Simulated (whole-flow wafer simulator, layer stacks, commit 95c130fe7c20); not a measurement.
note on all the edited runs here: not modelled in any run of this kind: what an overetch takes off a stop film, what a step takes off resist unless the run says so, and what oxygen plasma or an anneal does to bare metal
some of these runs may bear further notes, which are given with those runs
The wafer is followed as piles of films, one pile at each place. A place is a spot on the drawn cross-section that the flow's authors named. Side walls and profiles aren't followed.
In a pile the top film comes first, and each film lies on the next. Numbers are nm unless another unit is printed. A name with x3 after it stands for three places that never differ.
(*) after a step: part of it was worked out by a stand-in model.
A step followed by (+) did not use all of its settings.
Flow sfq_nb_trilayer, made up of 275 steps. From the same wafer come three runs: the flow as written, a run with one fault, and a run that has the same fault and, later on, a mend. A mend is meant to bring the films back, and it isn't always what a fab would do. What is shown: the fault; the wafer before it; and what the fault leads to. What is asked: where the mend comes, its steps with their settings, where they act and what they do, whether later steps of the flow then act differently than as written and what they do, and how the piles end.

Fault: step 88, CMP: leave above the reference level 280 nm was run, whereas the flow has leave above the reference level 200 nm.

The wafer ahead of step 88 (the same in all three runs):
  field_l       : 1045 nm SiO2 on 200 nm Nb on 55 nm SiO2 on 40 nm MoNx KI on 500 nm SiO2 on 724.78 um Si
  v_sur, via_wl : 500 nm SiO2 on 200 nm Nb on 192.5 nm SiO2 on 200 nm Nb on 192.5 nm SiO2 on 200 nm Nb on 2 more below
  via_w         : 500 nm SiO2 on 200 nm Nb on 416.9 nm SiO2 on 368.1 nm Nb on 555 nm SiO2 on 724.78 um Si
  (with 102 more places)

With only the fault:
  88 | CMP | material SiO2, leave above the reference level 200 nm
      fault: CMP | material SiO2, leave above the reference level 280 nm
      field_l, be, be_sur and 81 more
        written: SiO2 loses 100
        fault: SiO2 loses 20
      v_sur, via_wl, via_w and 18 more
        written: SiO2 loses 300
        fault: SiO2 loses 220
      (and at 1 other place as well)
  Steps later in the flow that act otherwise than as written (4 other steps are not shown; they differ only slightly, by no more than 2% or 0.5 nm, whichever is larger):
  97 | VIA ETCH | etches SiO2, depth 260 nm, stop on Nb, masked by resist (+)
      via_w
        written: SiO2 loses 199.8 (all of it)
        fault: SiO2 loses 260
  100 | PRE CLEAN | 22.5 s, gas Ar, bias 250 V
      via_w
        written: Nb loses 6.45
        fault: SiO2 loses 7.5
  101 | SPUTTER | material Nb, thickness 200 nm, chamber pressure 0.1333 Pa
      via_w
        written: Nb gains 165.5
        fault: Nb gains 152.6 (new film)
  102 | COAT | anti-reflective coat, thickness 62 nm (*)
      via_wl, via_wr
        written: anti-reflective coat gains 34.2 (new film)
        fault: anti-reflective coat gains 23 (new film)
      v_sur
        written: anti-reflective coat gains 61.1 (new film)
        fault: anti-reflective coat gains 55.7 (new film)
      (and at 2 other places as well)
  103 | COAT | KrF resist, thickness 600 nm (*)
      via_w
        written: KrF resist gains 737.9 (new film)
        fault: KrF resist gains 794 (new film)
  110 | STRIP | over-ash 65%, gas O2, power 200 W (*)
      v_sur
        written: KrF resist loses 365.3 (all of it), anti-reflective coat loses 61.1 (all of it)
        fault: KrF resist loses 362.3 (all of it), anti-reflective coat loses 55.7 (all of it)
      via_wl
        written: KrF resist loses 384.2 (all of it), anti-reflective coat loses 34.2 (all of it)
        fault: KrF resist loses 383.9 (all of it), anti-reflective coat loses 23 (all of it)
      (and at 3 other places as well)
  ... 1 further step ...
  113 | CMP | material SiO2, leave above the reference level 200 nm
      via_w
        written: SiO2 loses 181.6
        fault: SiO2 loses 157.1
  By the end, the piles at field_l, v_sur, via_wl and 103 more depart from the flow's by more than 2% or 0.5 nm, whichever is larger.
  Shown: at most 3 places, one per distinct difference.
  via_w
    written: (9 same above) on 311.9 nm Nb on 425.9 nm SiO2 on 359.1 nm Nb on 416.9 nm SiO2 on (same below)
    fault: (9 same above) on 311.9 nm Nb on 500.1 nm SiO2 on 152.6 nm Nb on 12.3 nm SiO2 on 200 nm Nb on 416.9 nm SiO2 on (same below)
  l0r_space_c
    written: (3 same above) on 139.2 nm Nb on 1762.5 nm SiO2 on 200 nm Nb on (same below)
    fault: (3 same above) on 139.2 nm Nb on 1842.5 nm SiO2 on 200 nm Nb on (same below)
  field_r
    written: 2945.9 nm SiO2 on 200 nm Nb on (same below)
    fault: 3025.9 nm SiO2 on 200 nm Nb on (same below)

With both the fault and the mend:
  The mend follows step 89.
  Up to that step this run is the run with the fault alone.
  89a | CMP | material SiO2, leave above the reference level 200 nm (a further turn of the flow's step 88)
      field_l, v_sur, via_wl and 103 more
        SiO2 loses 80
  Every later step of the flow that is run acts as written at every place that is followed.
  By the end, the piles equal the flow's at every place that both follow.
